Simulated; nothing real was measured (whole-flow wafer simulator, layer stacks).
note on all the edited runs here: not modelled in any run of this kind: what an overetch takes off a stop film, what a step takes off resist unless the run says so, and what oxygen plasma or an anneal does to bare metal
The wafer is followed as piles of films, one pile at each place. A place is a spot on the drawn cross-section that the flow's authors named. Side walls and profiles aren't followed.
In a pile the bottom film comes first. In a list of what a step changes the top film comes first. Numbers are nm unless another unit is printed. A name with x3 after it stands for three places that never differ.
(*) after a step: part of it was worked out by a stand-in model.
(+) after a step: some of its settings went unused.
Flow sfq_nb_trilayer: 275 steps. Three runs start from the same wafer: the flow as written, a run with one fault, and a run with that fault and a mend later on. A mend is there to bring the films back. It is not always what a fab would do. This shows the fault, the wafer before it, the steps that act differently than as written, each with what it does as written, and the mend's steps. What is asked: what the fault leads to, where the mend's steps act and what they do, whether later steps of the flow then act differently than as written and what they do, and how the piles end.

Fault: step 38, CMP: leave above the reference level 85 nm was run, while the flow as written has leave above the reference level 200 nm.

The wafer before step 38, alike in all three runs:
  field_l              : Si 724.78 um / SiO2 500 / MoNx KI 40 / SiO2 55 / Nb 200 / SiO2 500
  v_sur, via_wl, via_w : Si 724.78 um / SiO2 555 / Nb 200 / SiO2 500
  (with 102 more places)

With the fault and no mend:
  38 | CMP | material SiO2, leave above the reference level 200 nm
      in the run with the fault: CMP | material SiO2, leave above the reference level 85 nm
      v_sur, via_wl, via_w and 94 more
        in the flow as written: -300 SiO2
        in the run with the fault: -415 SiO2
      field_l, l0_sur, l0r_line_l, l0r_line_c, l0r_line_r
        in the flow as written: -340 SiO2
        in the run with the fault: -455 SiO2
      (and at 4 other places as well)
  Steps further on in the flow that do not act as written (not shown: 3 more steps that differ only slightly, by at most 2% or 0.5 nm, whichever is larger):
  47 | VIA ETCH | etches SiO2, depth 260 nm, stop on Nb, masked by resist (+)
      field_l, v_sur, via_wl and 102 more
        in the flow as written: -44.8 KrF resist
        in the run with the fault: -21.9 KrF resist
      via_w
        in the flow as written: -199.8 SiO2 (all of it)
        in the run with the fault: -84.8 SiO2 (all of it)
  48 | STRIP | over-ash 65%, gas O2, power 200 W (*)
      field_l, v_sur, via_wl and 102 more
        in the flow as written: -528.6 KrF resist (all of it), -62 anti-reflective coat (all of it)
        in the run with the fault: -551.5 KrF resist (all of it), -62 anti-reflective coat (all of it)
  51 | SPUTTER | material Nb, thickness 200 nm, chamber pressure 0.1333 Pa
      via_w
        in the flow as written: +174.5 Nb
        in the run with the fault: +196.9 Nb
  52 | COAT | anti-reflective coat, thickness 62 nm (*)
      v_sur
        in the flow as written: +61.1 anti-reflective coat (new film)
        in the run with the fault: +58.2 anti-reflective coat (new film)
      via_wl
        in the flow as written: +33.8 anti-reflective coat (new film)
        in the run with the fault: +40.4 anti-reflective coat (new film)
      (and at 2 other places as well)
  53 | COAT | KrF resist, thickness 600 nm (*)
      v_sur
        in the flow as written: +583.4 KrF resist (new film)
        in the run with the fault: +595.9 KrF resist (new film)
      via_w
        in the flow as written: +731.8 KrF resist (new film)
        in the run with the fault: +640.2 KrF resist (new film)
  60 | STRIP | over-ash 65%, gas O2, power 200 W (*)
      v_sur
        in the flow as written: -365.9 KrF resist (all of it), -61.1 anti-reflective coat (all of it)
        in the run with the fault: -378.2 KrF resist (all of it), -58.2 anti-reflective coat (all of it)
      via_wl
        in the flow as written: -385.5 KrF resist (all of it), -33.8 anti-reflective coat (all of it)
        in the run with the fault: -393.1 KrF resist (all of it), -40.4 anti-reflective coat (all of it)
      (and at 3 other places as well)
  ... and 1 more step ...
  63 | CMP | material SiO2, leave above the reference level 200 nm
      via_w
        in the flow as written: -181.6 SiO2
        in the run with the fault: -212.9 SiO2
  At field_l, v_sur, via_wl and 103 more, the piles at the end differ from the flow's by more than 2% or 0.5 nm, whichever is larger.
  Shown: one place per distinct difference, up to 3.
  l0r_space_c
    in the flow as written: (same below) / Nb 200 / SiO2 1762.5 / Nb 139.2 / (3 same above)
    in the run with the fault: (same below) / Nb 200 / SiO2 1647.5 / Nb 139.2 / (3 same above)
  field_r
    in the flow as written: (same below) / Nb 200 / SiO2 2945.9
    in the run with the fault: (same below) / Nb 200 / SiO2 2830.9
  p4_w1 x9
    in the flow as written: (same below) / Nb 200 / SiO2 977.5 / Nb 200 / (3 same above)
    in the run with the fault: (same below) / Nb 200 / SiO2 862.5 / Nb 200 / (3 same above)

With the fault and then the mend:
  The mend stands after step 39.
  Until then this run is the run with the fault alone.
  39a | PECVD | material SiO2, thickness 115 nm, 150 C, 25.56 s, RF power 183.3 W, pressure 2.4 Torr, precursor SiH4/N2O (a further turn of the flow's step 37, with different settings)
      field_l, v_sur, via_wl and 103 more
        +115 SiO2
  Later steps of the flow that are run all act as written at every place that is followed.
  At every place that both follow, the piles at the end match the flow's.
